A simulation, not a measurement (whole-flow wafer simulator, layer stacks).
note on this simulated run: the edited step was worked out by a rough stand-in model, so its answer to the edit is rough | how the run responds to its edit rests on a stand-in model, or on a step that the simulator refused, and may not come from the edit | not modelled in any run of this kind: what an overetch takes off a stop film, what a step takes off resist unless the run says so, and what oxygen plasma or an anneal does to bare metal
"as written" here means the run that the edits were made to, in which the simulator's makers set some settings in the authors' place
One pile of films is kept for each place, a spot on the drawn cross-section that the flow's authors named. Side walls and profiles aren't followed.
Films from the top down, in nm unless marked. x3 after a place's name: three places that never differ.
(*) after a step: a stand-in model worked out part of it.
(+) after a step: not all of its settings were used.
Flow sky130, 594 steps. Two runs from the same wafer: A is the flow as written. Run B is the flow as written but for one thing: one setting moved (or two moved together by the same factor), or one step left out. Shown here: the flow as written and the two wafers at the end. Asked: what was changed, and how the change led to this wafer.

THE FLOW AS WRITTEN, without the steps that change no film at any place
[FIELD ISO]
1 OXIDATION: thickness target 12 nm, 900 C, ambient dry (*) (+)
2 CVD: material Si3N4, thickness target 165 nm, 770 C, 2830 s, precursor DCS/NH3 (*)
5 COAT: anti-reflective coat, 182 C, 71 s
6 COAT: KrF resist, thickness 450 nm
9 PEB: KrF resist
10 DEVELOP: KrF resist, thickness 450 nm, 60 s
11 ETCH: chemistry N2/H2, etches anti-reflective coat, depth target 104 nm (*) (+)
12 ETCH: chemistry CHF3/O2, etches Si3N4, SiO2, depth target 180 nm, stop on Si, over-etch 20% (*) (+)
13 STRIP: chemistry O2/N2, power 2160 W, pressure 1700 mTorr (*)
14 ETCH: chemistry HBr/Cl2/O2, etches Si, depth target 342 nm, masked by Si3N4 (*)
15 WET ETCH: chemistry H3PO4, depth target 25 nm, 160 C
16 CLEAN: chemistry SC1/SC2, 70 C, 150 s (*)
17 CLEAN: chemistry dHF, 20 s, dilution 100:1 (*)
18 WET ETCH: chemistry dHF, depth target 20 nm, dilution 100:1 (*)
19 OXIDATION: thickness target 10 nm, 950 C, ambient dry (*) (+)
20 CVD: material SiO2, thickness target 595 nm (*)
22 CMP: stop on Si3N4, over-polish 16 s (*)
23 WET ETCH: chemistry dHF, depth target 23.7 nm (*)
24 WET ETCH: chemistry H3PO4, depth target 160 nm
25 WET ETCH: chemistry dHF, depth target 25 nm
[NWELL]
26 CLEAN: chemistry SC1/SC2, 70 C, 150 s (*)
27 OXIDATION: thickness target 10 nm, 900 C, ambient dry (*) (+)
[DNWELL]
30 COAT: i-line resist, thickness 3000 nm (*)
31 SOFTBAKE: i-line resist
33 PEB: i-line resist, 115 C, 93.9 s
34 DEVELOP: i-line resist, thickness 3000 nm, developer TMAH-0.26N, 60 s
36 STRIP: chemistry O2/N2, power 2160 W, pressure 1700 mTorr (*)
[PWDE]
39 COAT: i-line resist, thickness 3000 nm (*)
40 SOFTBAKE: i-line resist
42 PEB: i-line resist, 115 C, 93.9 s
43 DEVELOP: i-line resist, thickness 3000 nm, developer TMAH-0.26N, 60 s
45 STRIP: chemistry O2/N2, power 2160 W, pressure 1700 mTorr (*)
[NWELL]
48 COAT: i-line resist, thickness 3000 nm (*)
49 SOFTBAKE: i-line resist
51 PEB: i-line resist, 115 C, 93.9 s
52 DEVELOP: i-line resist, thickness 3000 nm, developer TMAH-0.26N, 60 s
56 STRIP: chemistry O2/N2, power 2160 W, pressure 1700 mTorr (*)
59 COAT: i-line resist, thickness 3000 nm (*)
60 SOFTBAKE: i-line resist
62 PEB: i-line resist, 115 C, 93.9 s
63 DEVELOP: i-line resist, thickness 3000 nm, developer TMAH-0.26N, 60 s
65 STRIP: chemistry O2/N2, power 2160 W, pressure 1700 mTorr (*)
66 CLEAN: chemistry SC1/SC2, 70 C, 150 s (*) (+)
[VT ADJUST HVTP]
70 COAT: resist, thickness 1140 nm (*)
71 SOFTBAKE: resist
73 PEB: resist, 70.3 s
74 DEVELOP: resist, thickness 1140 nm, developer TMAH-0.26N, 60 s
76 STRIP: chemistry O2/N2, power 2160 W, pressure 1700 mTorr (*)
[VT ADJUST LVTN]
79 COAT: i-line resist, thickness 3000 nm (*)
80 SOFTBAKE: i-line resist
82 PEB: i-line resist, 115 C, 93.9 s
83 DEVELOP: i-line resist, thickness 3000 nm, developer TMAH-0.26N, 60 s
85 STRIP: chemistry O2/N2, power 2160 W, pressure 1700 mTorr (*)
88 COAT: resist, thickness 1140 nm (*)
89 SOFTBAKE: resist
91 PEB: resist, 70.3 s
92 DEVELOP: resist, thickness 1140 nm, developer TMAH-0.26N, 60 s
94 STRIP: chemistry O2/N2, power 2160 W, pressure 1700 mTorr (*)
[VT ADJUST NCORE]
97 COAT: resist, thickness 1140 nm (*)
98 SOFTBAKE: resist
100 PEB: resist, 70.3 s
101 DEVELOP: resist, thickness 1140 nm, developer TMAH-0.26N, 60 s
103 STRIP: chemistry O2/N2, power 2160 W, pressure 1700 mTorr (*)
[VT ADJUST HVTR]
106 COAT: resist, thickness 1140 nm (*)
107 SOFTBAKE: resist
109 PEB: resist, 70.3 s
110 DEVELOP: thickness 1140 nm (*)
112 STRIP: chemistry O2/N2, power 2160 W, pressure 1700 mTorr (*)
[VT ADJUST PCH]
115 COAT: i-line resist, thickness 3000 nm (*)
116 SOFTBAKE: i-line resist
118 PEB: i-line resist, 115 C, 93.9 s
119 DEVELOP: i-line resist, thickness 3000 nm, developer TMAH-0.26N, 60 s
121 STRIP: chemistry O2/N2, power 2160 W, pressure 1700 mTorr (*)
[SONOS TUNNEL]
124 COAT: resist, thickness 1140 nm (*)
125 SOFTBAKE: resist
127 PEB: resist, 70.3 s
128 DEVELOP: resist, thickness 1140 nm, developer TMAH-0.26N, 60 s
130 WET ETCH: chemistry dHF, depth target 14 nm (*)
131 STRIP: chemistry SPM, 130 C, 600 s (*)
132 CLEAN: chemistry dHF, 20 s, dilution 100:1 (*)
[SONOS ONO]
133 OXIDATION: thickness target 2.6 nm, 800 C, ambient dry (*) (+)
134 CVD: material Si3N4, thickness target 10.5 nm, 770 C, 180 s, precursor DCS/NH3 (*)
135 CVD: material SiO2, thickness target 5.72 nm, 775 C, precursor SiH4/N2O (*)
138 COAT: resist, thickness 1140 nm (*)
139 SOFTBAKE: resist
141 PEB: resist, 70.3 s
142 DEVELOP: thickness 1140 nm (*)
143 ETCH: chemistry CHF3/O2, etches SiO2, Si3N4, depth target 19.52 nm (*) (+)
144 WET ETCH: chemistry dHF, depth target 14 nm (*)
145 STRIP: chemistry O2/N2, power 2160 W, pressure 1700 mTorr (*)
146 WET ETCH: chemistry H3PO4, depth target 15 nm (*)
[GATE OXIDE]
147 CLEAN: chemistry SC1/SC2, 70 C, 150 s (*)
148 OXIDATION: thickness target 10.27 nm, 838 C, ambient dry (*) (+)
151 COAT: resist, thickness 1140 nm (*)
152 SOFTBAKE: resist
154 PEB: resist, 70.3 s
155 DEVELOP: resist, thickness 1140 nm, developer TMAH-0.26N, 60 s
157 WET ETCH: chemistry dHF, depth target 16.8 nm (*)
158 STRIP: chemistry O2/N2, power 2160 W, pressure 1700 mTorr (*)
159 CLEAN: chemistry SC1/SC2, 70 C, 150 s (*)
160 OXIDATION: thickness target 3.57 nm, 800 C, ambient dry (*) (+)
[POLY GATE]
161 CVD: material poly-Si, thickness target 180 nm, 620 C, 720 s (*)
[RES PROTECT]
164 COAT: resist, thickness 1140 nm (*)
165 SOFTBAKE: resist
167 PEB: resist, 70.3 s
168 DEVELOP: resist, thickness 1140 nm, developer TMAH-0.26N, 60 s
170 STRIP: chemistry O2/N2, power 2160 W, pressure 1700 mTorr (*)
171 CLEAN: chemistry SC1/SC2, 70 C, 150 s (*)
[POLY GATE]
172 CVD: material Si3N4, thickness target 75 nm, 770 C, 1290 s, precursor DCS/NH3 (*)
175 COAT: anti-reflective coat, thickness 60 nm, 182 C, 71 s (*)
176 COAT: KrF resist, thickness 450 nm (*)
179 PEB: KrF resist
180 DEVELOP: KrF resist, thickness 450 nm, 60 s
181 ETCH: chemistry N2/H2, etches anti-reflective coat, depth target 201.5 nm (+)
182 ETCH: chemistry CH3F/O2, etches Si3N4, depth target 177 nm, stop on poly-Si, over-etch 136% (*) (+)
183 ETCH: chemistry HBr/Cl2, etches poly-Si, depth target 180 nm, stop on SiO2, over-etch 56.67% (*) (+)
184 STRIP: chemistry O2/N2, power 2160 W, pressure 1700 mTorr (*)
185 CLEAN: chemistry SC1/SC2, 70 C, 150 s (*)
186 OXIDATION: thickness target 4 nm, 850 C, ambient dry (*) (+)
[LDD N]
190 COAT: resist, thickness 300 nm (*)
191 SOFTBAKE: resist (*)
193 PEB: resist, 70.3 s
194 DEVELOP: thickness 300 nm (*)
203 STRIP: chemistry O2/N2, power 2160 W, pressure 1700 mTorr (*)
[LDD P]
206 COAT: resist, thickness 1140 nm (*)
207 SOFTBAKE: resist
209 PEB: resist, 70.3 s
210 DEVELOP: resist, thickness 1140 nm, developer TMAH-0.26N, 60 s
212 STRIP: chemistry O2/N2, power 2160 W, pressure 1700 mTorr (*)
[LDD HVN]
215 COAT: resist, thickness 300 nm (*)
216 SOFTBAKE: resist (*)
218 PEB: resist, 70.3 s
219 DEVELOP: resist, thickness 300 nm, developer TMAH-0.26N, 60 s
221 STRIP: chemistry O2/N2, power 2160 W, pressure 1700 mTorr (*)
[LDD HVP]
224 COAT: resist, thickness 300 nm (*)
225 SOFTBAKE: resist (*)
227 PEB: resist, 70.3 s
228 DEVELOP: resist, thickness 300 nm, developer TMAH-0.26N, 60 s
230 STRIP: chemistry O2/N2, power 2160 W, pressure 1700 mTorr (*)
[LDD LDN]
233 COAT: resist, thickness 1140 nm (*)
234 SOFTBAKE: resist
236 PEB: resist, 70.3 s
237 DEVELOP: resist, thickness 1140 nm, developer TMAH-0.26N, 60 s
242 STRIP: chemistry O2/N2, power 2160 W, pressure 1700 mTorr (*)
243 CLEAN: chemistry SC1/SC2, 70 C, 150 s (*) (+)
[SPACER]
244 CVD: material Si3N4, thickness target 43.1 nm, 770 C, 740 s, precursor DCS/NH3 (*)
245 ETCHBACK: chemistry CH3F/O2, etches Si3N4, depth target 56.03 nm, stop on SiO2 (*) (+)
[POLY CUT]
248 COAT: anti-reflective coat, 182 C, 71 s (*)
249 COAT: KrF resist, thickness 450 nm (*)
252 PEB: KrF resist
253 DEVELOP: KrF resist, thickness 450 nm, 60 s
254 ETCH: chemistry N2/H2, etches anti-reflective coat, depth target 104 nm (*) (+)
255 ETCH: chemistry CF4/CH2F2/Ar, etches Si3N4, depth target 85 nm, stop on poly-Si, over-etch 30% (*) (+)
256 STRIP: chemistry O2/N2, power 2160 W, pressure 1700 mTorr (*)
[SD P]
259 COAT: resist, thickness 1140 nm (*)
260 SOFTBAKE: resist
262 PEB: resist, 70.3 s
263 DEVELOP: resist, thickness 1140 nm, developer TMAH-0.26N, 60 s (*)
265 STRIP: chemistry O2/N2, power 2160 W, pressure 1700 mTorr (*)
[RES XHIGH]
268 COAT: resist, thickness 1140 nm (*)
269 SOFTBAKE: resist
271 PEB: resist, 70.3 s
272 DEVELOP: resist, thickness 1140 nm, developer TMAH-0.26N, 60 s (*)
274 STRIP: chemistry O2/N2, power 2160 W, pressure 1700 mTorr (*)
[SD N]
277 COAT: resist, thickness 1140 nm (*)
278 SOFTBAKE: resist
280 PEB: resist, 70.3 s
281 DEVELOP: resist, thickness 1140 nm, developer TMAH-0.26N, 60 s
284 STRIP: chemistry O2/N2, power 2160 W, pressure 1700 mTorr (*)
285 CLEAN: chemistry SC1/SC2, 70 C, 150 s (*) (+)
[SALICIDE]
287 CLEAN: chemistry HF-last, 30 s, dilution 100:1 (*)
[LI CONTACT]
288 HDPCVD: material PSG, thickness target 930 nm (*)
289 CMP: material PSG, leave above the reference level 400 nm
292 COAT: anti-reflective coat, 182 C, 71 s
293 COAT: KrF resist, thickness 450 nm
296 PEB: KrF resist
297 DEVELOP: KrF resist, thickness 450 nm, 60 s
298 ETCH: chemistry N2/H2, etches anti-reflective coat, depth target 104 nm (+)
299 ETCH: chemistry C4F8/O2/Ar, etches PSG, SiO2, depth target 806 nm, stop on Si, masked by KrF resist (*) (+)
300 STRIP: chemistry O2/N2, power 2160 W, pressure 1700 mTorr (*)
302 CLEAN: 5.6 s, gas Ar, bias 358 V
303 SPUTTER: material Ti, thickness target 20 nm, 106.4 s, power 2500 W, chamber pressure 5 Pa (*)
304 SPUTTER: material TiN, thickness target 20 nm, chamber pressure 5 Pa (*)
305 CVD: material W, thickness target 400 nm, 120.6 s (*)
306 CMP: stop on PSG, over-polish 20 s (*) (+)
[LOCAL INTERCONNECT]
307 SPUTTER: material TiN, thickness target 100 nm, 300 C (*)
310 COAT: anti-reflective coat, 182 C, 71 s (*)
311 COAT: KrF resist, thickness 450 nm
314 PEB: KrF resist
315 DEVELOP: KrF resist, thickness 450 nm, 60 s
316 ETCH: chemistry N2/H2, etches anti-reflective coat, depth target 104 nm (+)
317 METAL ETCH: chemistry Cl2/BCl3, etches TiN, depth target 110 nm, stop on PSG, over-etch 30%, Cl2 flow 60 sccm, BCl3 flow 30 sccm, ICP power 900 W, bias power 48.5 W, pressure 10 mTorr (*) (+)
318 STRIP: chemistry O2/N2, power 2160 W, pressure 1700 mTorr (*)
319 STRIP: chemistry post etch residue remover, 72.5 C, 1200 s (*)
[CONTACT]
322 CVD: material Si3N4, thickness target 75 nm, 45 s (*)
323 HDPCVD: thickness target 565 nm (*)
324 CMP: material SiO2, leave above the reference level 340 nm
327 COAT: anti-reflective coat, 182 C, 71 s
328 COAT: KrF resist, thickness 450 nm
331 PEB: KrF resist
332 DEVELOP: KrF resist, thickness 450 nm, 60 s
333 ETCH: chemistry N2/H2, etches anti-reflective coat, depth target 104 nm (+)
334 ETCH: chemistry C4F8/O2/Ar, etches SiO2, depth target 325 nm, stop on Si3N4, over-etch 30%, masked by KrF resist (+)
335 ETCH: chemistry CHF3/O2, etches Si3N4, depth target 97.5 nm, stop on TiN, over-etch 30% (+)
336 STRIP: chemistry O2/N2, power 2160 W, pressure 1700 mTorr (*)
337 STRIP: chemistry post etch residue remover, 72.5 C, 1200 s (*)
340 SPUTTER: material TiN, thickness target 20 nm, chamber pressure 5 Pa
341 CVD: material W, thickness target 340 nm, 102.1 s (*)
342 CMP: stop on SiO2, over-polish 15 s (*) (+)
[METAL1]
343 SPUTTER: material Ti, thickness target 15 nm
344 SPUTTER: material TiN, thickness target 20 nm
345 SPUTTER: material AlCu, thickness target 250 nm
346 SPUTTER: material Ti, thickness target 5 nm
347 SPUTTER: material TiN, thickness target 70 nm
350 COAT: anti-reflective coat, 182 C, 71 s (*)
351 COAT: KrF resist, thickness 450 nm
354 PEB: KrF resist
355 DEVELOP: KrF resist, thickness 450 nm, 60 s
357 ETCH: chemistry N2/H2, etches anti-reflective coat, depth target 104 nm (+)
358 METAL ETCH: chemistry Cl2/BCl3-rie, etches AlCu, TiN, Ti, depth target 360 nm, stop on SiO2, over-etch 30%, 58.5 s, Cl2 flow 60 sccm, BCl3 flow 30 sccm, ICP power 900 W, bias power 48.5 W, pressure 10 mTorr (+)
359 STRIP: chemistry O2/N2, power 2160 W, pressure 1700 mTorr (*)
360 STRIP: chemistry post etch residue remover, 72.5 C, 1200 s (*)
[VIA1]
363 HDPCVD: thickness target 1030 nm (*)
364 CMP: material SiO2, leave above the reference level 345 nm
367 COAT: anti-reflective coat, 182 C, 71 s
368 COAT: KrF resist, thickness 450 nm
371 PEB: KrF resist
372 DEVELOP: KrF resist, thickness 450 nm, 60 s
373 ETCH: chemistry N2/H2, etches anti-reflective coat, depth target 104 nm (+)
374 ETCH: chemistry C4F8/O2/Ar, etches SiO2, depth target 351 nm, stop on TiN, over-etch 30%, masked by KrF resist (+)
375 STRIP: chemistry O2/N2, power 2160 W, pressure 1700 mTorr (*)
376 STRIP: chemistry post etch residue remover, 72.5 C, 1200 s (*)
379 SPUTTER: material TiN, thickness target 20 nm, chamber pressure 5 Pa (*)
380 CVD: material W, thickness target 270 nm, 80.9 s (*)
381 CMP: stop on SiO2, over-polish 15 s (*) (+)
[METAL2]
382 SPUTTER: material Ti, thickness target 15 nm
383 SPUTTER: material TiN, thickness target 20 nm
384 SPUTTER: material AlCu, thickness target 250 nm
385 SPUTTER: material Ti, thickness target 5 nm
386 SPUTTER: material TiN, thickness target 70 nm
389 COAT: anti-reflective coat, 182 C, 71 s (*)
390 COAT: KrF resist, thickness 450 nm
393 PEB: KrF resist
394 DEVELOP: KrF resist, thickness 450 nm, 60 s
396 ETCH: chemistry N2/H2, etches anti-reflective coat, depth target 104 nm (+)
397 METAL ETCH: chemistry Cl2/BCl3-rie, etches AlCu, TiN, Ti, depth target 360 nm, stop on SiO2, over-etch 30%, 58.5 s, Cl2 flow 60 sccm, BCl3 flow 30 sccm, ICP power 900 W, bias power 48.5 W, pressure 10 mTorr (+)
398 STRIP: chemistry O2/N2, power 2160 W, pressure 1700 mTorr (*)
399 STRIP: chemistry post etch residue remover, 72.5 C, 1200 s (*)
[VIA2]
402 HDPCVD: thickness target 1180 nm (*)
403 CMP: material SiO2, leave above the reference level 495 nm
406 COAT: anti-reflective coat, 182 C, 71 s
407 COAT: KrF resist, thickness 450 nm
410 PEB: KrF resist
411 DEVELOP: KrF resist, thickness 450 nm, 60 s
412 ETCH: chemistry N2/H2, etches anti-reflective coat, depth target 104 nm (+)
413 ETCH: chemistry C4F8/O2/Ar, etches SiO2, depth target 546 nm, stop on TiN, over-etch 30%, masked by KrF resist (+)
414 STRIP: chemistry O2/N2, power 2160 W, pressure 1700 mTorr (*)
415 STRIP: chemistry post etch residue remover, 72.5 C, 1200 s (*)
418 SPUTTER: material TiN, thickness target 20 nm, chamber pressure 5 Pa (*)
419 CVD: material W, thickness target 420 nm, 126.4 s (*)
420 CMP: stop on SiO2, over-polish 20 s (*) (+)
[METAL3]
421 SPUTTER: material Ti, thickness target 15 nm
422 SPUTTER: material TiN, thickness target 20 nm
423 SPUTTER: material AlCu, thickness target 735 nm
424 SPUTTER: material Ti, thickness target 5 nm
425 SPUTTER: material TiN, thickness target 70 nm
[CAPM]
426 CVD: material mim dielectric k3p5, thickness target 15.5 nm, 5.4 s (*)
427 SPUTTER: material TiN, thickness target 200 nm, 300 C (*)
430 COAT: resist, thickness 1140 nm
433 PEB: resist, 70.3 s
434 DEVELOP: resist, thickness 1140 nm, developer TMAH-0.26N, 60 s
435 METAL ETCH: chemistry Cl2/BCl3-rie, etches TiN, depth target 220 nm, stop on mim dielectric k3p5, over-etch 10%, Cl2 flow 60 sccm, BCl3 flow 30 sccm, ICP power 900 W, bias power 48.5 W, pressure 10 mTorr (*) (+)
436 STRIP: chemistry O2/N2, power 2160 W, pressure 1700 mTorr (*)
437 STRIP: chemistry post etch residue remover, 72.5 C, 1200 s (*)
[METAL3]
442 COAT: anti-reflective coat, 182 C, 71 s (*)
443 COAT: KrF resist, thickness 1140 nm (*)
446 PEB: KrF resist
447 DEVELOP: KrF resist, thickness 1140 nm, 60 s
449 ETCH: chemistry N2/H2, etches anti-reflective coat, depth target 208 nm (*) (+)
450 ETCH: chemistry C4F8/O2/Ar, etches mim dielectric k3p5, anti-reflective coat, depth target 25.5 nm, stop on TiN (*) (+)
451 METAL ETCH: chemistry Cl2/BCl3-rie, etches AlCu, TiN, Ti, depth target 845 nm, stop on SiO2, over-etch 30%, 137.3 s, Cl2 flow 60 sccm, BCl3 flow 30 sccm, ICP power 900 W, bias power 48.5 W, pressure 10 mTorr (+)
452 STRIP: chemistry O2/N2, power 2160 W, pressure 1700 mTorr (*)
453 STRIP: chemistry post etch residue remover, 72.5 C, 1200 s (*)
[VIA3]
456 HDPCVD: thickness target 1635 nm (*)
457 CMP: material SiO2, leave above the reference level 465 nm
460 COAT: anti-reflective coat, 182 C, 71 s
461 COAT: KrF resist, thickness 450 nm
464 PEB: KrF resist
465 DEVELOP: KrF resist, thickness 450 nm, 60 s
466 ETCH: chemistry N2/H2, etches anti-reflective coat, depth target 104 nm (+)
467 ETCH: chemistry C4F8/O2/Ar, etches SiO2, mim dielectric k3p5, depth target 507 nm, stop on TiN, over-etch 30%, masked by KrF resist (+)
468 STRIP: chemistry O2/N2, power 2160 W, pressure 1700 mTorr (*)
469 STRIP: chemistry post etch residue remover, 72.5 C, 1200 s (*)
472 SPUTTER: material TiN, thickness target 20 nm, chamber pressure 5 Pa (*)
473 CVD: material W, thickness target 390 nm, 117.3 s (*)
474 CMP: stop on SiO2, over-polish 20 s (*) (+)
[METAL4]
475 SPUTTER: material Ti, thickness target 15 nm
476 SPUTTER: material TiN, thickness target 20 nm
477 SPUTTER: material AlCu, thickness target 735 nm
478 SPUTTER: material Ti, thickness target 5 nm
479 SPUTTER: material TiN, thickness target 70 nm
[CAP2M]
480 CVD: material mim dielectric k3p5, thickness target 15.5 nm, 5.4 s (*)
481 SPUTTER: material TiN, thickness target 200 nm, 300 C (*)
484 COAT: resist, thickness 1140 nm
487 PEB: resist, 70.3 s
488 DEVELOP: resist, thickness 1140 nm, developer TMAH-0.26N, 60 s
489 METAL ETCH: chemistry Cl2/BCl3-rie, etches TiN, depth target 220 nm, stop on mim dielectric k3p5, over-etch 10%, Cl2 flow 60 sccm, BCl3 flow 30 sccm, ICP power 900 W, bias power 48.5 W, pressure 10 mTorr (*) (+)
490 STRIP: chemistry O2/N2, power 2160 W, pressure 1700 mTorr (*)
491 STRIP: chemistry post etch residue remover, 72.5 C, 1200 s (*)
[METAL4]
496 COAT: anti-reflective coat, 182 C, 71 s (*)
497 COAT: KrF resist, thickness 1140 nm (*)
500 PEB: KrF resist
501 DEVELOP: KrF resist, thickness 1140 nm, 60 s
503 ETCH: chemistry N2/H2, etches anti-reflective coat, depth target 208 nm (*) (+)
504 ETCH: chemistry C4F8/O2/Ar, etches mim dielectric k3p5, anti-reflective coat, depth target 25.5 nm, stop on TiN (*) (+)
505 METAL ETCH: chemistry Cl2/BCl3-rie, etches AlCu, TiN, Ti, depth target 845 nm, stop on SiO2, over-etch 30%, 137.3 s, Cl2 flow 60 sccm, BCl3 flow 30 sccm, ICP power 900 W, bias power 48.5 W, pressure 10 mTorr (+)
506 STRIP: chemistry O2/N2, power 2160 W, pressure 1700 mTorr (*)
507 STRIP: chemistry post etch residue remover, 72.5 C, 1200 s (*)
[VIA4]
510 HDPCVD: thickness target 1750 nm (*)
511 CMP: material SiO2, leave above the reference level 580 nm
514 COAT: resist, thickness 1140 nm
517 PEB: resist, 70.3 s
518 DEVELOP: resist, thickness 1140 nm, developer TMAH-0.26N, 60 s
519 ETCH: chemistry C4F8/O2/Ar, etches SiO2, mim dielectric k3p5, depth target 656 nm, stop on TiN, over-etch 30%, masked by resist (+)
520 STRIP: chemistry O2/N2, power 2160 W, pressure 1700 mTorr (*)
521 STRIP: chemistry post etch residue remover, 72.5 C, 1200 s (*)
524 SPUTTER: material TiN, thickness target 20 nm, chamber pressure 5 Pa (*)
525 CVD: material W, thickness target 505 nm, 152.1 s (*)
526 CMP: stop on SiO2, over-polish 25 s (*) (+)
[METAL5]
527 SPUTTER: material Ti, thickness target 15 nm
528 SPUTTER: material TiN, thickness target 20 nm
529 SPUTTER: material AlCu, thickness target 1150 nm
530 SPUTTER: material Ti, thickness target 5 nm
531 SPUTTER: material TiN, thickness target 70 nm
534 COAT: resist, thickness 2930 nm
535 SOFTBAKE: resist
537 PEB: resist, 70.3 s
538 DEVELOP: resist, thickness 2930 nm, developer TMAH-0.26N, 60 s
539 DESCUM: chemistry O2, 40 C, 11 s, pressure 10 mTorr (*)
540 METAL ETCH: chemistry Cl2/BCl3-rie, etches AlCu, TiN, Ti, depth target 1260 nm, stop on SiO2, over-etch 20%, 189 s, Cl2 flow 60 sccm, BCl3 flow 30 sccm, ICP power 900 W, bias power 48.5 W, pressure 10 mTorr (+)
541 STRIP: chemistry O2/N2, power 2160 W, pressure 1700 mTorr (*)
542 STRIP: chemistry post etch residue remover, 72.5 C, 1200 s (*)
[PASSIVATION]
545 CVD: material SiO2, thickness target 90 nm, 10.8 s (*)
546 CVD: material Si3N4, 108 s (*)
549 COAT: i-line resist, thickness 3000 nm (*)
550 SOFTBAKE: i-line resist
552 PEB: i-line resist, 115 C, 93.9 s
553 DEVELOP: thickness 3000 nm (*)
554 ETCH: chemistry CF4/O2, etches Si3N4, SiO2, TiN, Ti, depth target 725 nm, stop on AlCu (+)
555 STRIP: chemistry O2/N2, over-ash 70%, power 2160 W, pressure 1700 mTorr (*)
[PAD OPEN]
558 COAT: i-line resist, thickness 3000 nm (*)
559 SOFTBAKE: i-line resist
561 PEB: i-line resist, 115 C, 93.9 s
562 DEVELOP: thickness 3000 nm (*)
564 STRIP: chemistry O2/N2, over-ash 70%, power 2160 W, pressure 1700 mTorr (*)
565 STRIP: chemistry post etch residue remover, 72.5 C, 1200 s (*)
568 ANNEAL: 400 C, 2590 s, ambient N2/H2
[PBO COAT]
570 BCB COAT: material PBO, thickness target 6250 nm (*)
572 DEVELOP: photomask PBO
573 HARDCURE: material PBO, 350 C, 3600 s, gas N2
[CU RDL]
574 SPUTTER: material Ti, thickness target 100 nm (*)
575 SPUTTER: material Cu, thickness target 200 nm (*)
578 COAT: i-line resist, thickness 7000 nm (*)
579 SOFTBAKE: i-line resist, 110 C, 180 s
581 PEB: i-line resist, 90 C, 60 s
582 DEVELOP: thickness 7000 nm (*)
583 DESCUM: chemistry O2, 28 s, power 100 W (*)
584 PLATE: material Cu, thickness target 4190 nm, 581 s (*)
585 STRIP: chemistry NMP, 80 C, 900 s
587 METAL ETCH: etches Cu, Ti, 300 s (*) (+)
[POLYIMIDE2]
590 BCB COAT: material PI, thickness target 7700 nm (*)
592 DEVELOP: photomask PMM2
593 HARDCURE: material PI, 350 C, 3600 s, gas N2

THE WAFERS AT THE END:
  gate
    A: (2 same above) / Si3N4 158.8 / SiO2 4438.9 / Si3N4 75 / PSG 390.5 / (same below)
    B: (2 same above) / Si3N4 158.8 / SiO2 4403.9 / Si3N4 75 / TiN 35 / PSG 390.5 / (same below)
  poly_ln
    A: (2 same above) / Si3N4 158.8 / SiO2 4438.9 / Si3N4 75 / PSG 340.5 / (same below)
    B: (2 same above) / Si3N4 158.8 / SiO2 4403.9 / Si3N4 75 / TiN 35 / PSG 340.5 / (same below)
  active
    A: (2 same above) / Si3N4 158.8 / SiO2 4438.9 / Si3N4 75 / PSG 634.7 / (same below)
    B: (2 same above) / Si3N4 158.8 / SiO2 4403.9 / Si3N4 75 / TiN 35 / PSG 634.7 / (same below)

The cause: step 317, METAL ETCH: depth target 63.2 nm was run, where the flow has depth target 110 nm.

How the change led to this, step by step:
  317 METAL ETCH: chemistry Cl2/BCl3, etches TiN, depth target 110 nm, stop on PSG, over-etch 30%, Cl2 flow 60 sccm, BCl3 flow 30 sccm, ICP power 900 W, bias power 48.5 W, pressure 10 mTorr (*) (+)
      field, active, gate and 88 more: A TiN -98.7 (all of it) | B TiN -63.2
      n_well, p_well, gate_hv and 97 more: A KrF resist -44 | B KrF resist -25.3
  318 STRIP: chemistry O2/N2, power 2160 W, pressure 1700 mTorr (*)
      n_well, p_well, gate_hv and 88 more: A KrF resist -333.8 (all of it), anti-reflective coat -80 (all of it) | B KrF resist -352.5 (all of it), anti-reflective coat -80 (all of it)
      drift_dnw, nw_fld, nw_fld__w1, ndiff_licon_rim, pnp_par_nw: A KrF resist -333.8 (all of it), anti-reflective coat -80 (all of it) | B KrF resist -352.6 (all of it), anti-reflective coat -80 (all of it)
      (and at 4 more places)
  324 CMP: material SiO2, leave above the reference level 340 nm
      field, active, gate and 88 more: A SiO2 -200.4 | B SiO2 -235.5
Counting metal films that touch as one body, gate has 1 body; the flow as written gives 0 bodies.
Counting metal films that touch as one body, poly_ln has 1 body; the flow as written gives 0 bodies.
Counting metal films that touch as one body, active has 1 body; the flow as written gives 0 bodies.
